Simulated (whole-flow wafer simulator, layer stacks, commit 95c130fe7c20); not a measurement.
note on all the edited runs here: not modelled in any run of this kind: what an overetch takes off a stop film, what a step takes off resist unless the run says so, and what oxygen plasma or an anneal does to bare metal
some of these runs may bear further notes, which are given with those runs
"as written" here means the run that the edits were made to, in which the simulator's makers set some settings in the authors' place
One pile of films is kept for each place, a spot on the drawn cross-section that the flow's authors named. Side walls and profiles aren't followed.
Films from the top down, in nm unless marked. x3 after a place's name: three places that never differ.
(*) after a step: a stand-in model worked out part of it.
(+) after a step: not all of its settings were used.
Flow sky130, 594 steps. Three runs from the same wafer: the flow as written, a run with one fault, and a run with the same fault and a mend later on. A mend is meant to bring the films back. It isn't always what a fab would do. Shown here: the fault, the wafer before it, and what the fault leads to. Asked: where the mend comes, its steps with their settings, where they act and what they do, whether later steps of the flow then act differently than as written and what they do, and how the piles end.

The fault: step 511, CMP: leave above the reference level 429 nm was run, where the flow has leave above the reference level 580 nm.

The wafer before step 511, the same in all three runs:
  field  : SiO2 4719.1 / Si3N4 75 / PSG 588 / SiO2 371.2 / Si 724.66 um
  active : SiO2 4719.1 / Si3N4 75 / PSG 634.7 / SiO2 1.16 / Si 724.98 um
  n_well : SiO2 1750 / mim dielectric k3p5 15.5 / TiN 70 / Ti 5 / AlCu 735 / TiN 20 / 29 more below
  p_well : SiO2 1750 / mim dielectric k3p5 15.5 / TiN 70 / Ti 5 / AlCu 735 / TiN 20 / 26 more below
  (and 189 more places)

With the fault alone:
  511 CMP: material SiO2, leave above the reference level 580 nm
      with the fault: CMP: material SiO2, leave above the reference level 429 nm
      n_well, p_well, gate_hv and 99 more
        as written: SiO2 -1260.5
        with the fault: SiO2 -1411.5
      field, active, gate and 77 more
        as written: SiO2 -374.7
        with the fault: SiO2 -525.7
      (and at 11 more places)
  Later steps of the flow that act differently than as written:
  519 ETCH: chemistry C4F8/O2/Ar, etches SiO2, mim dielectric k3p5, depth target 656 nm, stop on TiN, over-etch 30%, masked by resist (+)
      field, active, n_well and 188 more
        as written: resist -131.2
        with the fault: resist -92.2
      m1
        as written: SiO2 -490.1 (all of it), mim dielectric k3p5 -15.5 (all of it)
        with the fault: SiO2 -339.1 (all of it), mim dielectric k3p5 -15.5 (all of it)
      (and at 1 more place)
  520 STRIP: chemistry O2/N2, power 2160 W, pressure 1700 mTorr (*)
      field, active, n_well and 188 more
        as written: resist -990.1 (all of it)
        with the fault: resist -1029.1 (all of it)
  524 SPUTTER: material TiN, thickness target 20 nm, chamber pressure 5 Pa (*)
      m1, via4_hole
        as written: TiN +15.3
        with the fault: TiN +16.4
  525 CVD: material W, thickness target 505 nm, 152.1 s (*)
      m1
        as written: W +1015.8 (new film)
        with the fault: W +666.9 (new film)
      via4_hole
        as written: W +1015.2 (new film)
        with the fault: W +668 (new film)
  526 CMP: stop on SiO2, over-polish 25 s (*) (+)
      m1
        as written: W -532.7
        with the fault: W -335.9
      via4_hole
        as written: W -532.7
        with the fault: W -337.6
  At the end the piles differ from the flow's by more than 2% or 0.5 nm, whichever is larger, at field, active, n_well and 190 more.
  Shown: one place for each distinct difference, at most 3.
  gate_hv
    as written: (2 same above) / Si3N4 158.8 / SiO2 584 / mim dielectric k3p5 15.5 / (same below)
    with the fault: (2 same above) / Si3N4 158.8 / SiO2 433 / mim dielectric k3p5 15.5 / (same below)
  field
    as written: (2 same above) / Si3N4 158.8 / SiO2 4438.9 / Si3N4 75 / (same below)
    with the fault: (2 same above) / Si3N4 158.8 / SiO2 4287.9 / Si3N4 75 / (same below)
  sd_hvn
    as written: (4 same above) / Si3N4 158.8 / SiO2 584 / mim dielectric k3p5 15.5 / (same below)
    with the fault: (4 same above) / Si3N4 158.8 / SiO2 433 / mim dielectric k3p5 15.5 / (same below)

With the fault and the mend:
  The mend comes after step 511.
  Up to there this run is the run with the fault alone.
  511a HDPCVD: thickness target 151 nm (*) (the flow's step 510 once more, with other settings)
      field, active, n_well and 190 more
        SiO2 +151
  No later step of the flow acts differently than as written at any place that is followed.
  At the end the piles are the same as the flow's at every place that both follow.
